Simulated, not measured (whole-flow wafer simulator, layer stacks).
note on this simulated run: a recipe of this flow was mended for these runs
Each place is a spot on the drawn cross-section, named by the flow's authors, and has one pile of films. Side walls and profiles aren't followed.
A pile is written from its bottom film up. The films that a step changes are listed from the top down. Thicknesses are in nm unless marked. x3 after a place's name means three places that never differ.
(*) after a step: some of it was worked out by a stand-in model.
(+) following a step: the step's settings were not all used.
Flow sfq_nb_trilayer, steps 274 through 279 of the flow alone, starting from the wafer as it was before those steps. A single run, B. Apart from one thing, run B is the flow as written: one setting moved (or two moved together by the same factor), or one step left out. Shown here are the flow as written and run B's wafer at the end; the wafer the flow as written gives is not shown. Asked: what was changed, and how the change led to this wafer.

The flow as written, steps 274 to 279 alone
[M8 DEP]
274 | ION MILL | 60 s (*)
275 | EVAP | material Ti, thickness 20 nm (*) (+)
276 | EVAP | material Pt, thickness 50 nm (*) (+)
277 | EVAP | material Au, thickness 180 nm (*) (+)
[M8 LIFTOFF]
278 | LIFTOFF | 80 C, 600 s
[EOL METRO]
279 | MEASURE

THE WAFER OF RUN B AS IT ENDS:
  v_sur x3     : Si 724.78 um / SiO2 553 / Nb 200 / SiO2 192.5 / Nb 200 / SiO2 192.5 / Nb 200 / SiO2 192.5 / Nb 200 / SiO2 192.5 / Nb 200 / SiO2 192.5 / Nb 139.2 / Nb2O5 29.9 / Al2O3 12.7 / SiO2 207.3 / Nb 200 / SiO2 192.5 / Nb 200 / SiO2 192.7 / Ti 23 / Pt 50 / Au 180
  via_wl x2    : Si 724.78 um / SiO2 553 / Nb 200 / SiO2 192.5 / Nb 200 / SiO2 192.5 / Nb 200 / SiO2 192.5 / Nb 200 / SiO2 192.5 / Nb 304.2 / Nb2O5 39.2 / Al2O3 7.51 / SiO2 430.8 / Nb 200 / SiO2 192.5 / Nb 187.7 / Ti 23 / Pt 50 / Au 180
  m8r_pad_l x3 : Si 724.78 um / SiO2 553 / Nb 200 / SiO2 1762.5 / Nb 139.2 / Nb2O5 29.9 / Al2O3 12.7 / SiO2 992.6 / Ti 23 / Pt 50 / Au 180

Cause: step 275, EVAP: thickness 23 nm was run, while the flow as written has thickness 20 nm.
The wafer lets one read it off: v_sur x3 has Ti 23, and step 275 as written asks for 20 nm.

The path from the change to this, step by step:
  275 | EVAP | material Ti, thickness 20 nm (*) (+)
      field_l, v_sur x3, via_wl x2 and 100 more: +23 Ti (new film) (it would be, as written: +20 Ti (new film))
  278 | LIFTOFF | 80 C, 600 s
      p4_fl x5, p4_w1 x9, p3_s0 x11 and 49 more: -180 Au (all of it), -50 Pt (all of it), -23 Ti (all of it), -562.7 KrF-resist-other-grade (all of it), -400 lift-off-underlayer (all of it) (it would be, as written: -180 Au (all of it), -50 Pt (all of it), -20 Ti (all of it), -562.7 KrF-resist-other-grade (all of it), -400 lift-off-underlayer (all of it))
      r_sur, res, r_end: -180 Au (all of it), -50 Pt (all of it), -23 Ti (all of it), -559.9 KrF-resist-other-grade (all of it), -399.5 lift-off-underlayer (all of it) (it would be, as written: -180 Au (all of it), -50 Pt (all of it), -20 Ti (all of it), -559.9 KrF-resist-other-grade (all of it), -399.5 lift-off-underlayer (all of it))
      (also at 18 further places)
